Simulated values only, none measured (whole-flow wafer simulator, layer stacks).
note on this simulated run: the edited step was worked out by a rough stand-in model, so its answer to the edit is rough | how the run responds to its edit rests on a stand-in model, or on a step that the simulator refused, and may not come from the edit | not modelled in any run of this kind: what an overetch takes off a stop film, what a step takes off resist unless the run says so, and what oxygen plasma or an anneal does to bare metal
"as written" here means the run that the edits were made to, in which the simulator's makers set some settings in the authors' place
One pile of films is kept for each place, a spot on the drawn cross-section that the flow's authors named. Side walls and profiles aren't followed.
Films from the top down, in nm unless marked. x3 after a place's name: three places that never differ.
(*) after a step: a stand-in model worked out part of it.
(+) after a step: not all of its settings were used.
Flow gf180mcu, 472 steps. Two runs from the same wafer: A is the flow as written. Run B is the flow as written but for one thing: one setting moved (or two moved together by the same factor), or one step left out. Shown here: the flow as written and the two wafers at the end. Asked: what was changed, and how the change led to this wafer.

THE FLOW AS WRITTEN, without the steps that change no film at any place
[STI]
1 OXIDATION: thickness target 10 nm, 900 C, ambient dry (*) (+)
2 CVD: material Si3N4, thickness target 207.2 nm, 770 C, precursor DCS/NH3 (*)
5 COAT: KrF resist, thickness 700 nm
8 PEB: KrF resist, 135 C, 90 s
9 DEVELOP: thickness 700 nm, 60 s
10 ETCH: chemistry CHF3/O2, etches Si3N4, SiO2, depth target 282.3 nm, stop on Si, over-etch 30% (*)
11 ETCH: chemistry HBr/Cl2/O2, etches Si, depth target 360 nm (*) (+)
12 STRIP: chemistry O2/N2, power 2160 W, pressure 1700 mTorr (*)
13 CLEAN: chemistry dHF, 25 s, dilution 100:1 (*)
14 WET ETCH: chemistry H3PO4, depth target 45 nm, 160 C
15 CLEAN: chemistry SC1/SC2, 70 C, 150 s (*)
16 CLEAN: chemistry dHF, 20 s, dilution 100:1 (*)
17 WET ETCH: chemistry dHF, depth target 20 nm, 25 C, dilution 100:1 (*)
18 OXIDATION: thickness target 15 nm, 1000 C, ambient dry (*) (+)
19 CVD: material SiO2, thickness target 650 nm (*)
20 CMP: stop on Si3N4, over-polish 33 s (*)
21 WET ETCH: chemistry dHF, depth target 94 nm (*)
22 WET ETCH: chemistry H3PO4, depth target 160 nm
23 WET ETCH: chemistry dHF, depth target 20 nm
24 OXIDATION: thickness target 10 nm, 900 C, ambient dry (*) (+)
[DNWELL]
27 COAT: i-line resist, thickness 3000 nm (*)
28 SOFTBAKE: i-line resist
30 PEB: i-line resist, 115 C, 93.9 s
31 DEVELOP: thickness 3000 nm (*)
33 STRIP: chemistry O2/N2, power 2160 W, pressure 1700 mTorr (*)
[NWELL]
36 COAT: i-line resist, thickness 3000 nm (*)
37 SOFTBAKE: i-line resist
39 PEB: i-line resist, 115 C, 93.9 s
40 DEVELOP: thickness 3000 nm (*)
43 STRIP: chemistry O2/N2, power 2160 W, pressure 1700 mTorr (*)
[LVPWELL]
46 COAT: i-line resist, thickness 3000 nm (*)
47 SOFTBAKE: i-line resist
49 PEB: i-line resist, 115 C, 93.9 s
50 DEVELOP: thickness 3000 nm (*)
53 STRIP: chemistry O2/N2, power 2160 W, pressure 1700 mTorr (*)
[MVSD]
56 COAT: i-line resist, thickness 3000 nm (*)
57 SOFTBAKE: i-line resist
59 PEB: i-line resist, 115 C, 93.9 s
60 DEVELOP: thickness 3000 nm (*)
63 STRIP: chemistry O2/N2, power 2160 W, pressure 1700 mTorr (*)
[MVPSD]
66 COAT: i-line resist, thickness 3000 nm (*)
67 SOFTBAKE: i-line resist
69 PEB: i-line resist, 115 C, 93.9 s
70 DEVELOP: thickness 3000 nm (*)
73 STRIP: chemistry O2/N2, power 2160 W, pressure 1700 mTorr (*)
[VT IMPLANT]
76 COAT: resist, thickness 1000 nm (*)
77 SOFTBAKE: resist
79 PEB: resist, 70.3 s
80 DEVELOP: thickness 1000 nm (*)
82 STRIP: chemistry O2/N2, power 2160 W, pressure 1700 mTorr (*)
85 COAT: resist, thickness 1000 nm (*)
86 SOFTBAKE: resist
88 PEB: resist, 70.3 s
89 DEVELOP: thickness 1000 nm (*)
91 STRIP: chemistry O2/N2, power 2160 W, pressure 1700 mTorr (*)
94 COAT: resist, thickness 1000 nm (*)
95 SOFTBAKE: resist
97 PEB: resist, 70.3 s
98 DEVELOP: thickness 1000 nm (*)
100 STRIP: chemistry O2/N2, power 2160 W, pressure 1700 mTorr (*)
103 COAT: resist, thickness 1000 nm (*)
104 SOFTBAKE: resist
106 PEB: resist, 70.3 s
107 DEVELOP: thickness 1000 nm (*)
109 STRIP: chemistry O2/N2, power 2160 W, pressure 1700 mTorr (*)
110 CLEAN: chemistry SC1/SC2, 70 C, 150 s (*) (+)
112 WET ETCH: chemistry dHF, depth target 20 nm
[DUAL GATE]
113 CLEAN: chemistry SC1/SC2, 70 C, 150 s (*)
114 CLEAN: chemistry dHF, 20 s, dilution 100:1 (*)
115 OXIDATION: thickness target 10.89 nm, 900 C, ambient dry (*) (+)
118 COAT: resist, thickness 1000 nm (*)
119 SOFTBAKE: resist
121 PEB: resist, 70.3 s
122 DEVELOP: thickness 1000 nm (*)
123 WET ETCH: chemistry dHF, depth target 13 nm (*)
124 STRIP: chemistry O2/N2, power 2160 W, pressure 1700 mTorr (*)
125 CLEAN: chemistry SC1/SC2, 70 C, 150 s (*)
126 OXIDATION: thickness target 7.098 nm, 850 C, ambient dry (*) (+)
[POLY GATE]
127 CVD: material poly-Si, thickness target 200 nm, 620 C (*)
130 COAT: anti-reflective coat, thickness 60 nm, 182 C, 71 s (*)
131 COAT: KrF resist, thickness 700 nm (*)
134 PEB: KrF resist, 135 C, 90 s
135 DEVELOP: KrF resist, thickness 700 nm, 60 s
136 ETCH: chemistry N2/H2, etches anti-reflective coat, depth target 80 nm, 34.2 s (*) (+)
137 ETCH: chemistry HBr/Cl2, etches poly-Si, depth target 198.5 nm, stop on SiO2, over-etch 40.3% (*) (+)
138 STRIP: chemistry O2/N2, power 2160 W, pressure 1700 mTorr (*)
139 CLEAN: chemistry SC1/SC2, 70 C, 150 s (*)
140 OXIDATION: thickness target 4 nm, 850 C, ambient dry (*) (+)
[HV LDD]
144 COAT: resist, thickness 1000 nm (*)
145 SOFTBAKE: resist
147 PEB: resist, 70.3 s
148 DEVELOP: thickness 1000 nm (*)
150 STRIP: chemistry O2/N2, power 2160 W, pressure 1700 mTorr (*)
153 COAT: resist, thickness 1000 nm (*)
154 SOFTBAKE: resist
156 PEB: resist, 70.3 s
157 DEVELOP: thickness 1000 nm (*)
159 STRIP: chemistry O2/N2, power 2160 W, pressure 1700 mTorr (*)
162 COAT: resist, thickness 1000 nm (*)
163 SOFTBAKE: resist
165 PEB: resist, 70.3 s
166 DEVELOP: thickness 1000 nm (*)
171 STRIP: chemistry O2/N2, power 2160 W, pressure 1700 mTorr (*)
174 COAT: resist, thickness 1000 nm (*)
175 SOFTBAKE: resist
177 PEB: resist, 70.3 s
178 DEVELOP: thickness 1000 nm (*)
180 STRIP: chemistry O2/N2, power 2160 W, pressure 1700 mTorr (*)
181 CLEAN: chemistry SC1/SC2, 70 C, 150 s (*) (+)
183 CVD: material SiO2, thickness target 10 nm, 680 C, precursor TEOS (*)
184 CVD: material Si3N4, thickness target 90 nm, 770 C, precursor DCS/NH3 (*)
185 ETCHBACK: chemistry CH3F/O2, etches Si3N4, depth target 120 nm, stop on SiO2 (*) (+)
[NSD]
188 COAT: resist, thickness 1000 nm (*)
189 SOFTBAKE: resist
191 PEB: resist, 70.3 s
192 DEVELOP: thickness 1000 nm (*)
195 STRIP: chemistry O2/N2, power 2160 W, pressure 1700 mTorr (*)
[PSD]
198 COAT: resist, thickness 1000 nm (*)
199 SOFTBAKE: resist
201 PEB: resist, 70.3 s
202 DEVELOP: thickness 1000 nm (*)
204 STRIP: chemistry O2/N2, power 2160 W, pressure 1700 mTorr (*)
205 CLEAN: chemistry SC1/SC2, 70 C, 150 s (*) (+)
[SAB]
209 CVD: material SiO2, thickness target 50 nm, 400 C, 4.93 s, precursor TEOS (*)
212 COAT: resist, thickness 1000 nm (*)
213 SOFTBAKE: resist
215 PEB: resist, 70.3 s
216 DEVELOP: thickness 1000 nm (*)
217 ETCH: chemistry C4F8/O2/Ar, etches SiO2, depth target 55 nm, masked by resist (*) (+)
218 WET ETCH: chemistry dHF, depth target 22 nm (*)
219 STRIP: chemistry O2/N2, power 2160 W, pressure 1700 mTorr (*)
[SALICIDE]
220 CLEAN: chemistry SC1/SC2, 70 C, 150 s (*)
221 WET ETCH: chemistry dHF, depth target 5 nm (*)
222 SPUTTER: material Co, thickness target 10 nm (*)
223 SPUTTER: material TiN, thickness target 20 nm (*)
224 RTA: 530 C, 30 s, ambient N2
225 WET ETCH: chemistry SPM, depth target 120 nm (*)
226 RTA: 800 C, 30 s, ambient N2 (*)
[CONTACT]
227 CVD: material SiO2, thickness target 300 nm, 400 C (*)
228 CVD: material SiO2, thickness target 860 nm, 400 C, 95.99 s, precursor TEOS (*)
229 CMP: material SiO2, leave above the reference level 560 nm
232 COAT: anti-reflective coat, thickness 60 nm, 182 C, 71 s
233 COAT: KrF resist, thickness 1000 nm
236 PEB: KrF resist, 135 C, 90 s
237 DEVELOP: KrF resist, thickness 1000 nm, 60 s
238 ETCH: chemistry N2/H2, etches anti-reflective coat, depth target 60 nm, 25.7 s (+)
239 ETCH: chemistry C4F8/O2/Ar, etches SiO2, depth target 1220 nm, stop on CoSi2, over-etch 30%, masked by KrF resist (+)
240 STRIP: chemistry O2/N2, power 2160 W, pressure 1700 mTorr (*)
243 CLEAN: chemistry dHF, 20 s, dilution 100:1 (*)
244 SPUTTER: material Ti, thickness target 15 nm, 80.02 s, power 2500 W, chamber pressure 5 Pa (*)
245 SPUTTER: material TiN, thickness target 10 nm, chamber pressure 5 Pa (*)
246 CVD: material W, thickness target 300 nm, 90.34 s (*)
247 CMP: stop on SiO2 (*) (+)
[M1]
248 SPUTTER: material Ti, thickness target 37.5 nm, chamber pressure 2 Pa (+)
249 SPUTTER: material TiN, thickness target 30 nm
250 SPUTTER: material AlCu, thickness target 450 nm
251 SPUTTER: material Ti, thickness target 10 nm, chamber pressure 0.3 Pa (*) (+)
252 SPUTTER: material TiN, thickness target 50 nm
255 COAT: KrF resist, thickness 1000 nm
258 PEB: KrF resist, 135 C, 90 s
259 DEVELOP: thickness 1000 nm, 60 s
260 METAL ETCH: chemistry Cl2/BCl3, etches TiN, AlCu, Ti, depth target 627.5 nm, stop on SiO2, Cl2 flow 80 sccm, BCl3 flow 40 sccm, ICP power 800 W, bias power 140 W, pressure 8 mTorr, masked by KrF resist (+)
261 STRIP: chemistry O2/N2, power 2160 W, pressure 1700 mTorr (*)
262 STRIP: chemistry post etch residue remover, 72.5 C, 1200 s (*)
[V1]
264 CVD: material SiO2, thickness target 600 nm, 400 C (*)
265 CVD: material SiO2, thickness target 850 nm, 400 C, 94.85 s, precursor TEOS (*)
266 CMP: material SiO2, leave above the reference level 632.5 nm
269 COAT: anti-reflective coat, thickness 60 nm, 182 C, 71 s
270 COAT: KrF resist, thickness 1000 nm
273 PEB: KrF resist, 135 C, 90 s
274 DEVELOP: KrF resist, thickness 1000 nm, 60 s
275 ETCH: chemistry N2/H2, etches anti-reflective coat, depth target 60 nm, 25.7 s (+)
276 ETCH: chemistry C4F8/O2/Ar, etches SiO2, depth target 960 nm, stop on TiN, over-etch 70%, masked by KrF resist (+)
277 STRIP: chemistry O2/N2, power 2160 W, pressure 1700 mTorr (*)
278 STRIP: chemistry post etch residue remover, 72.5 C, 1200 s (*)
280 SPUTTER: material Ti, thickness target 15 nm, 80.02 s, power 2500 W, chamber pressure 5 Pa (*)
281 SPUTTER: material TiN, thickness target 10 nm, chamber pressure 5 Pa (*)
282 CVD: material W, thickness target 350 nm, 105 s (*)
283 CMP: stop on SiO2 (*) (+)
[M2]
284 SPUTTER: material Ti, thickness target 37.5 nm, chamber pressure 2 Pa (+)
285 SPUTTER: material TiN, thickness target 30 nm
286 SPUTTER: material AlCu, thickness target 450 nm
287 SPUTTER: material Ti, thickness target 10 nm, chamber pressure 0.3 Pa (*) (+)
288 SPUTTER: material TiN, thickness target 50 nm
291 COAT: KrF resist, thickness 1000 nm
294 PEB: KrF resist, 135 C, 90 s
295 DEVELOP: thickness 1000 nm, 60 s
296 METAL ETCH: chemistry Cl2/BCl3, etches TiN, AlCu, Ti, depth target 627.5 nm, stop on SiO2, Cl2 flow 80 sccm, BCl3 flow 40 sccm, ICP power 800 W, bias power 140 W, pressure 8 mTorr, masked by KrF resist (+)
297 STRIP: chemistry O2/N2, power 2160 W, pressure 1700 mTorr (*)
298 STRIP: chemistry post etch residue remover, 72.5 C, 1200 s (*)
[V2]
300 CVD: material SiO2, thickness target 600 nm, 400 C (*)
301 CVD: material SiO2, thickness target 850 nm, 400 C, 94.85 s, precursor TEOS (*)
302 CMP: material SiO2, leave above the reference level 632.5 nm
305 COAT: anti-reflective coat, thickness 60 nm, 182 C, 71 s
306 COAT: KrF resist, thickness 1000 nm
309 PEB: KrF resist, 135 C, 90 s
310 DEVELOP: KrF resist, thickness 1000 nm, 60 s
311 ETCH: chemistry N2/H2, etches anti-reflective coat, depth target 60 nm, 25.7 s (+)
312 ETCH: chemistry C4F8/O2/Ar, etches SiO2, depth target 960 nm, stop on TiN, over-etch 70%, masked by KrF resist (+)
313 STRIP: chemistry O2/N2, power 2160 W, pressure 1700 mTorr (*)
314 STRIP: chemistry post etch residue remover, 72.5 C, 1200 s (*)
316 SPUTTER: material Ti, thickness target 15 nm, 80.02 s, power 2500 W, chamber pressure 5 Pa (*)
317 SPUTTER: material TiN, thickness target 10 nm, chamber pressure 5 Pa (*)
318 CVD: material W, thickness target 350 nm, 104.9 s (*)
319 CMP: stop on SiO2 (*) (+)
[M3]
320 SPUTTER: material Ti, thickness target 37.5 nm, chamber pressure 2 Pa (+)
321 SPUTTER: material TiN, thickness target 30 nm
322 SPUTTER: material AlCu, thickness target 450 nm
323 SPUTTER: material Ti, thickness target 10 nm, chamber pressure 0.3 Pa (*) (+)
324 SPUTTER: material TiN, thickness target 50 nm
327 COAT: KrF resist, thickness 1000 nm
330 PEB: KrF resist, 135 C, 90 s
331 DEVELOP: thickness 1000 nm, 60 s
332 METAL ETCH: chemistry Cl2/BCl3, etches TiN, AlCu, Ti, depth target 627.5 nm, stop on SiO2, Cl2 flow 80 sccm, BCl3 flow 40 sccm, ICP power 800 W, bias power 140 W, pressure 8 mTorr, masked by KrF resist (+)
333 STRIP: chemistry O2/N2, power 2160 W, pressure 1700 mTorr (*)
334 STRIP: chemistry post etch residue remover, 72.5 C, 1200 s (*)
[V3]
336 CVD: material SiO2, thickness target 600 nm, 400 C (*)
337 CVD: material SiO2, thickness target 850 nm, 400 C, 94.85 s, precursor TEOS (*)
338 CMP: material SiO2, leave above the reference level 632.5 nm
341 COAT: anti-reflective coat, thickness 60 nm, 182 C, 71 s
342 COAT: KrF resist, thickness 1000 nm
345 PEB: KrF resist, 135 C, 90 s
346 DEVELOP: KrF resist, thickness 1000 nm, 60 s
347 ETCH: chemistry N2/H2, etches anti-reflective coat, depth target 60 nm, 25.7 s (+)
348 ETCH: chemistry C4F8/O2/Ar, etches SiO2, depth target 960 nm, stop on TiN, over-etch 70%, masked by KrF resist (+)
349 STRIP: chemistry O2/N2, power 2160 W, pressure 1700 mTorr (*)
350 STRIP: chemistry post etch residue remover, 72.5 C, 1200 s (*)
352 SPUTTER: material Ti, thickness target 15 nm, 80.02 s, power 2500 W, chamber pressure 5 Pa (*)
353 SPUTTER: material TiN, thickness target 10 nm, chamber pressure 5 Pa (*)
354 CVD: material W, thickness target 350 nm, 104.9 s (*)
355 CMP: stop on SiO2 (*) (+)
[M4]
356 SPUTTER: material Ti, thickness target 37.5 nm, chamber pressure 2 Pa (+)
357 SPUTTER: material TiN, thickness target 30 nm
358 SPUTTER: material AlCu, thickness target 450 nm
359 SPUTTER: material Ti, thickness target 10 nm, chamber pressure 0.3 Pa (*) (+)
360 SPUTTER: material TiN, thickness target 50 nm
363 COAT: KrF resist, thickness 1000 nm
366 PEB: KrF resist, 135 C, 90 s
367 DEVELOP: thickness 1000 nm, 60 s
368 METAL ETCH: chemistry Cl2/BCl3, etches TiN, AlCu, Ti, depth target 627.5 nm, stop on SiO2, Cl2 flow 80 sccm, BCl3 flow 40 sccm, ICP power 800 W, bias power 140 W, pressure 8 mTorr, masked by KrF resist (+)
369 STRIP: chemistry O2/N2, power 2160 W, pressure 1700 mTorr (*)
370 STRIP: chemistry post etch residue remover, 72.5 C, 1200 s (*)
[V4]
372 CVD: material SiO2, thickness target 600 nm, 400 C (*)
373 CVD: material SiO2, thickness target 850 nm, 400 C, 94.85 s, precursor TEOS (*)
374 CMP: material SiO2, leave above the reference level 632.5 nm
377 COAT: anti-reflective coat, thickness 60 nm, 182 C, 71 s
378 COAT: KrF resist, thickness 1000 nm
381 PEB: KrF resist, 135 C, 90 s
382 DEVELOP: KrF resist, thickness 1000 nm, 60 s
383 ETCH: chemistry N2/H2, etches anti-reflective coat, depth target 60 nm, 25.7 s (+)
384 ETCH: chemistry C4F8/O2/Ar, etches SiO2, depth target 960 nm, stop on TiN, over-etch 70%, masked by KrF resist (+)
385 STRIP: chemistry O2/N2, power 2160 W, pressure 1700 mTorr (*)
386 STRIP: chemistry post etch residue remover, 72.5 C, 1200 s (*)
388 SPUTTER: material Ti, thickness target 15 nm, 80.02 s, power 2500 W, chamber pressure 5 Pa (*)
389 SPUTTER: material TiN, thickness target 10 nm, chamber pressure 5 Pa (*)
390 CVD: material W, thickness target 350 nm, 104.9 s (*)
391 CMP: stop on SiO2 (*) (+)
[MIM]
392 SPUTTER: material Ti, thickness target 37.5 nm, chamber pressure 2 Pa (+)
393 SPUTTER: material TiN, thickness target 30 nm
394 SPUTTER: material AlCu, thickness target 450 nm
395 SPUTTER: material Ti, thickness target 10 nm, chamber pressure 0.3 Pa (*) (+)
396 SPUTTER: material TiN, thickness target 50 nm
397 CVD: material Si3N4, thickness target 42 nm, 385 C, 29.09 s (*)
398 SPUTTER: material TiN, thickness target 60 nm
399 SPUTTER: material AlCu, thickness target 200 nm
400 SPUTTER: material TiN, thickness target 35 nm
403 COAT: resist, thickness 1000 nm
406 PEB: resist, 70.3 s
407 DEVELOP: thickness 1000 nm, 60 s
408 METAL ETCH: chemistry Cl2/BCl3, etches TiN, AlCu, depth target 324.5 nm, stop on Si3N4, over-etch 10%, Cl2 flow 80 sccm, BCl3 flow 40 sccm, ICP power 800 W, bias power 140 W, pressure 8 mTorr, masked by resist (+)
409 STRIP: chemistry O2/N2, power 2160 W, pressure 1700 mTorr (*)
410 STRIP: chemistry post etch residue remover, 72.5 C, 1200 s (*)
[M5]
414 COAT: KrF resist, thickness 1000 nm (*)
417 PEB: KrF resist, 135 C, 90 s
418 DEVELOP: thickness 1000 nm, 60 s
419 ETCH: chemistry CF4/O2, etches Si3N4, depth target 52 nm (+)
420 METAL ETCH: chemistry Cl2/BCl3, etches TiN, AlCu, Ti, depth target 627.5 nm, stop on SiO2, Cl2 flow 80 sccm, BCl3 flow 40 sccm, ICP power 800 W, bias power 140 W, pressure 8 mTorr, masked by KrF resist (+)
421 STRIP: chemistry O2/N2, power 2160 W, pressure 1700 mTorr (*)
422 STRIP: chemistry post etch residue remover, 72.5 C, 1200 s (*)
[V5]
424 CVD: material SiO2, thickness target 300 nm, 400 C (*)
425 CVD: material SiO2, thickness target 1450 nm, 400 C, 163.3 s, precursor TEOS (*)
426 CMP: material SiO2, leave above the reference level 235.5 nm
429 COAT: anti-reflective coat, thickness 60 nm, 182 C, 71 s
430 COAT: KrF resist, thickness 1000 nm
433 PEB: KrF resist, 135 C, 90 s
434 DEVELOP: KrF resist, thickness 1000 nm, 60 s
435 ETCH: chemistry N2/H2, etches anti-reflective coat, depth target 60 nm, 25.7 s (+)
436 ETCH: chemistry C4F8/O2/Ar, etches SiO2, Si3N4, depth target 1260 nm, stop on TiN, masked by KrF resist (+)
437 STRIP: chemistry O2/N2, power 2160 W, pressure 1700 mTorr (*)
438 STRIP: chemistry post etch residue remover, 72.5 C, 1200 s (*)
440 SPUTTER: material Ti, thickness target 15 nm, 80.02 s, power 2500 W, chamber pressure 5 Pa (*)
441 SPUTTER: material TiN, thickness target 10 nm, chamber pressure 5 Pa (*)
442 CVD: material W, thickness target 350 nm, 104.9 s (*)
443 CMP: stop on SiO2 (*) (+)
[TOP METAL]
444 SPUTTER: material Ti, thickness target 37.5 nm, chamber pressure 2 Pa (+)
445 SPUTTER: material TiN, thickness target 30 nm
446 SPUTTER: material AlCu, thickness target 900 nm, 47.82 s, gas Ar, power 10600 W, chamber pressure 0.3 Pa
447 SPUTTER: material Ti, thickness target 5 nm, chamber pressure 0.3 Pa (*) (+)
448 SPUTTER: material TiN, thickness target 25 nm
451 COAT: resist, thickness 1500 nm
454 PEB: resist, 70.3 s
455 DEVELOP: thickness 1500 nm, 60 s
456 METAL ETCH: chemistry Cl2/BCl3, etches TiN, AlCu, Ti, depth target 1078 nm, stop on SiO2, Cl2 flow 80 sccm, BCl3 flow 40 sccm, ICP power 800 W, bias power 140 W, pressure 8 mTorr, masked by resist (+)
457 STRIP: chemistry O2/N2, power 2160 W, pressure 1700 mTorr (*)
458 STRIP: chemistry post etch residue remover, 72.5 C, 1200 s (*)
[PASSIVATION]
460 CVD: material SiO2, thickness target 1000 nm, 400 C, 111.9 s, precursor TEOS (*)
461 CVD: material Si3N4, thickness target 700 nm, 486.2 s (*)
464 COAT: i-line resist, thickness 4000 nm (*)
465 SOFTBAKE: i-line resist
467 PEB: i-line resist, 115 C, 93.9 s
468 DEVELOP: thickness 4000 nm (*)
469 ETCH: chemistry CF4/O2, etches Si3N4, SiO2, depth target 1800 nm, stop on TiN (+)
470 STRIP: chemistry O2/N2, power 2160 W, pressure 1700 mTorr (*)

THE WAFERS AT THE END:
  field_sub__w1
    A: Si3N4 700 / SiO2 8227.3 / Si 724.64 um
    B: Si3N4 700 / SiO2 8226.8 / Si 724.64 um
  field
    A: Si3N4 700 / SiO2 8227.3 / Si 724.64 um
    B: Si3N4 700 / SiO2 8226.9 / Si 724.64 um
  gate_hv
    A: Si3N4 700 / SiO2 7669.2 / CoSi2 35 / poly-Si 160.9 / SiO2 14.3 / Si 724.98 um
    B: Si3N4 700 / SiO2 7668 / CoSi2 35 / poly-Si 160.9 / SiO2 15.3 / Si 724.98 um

The cause: step 115, OXIDATION: thickness target 12.08 nm was run, where the flow has thickness target 10.89 nm.

How the change led to this, step by step:
  115 OXIDATION: thickness target 10.89 nm, 900 C, ambient dry (*) (+)
      active, n_well, p_well and 40 more: A SiO2 +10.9 (new film), Si -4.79 | B SiO2 +12.1 (new film), Si -5.32
  123 WET ETCH: chemistry dHF, depth target 13 nm (*)
      active, n_well, p_well and 12 more: A SiO2 -10.9 (all of it) | B SiO2 -12.1 (all of it)
  189 SOFTBAKE: resist
      field__w9: A resist +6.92 | B resist -3.07
  199 SOFTBAKE: resist
      field__w9: A resist +6.92 | B resist -3.07
  218 WET ETCH: chemistry dHF, depth target 22 nm (*)
      ldn_tap, ldn_src, ldn_drn, ldp_tap, ldp_src, ldp_drn, ldp_gr: A SiO2 -16 (all of it) | B SiO2 -17 (all of it)
      ld_drn_n, ld_sd_p: A SiO2 -14.8 (all of it) | B SiO2 -15.8 (all of it)
      (and at 5 more places)
